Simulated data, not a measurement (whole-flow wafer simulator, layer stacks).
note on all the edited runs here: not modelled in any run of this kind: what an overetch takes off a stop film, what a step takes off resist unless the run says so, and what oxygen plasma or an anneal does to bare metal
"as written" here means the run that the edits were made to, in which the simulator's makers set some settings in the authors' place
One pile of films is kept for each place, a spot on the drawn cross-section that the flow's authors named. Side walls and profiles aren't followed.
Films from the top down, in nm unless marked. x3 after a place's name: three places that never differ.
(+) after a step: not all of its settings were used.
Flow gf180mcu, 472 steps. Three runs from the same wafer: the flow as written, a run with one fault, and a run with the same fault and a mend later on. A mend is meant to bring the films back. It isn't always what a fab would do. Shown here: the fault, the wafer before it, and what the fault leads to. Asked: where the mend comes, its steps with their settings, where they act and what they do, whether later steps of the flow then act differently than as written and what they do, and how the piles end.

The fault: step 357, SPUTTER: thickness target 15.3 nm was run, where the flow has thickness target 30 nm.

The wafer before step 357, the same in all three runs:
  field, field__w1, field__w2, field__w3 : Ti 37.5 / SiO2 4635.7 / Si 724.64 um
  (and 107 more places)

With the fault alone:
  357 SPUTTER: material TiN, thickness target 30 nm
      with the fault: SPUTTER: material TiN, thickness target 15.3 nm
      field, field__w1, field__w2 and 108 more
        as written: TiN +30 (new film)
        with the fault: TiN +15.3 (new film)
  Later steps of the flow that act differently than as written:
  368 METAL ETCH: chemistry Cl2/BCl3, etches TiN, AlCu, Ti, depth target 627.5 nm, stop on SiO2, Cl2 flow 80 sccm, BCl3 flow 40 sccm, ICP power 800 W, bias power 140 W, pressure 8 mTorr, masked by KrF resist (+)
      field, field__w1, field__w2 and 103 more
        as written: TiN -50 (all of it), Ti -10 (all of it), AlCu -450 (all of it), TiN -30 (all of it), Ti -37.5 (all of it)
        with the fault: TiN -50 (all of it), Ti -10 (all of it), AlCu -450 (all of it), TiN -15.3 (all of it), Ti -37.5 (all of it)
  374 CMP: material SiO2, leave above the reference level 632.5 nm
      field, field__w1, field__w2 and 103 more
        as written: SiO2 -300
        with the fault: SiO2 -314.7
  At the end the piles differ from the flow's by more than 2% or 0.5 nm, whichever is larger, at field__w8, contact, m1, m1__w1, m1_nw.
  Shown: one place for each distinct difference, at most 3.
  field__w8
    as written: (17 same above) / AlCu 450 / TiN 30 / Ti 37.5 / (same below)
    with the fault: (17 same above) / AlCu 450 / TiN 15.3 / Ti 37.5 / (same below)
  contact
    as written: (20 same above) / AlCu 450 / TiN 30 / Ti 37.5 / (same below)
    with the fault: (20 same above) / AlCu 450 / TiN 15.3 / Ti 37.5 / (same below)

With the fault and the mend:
  The mend comes after step 357.
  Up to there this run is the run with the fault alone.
  357a SPUTTER: material TiN, thickness target 14.7 nm (the flow's step 357 once more, with other settings)
      field, field__w1, field__w2 and 108 more
        TiN +14.7
  No later step of the flow acts differently than as written at any place that is followed.
  At the end the piles are the same as the flow's at every place that both follow.
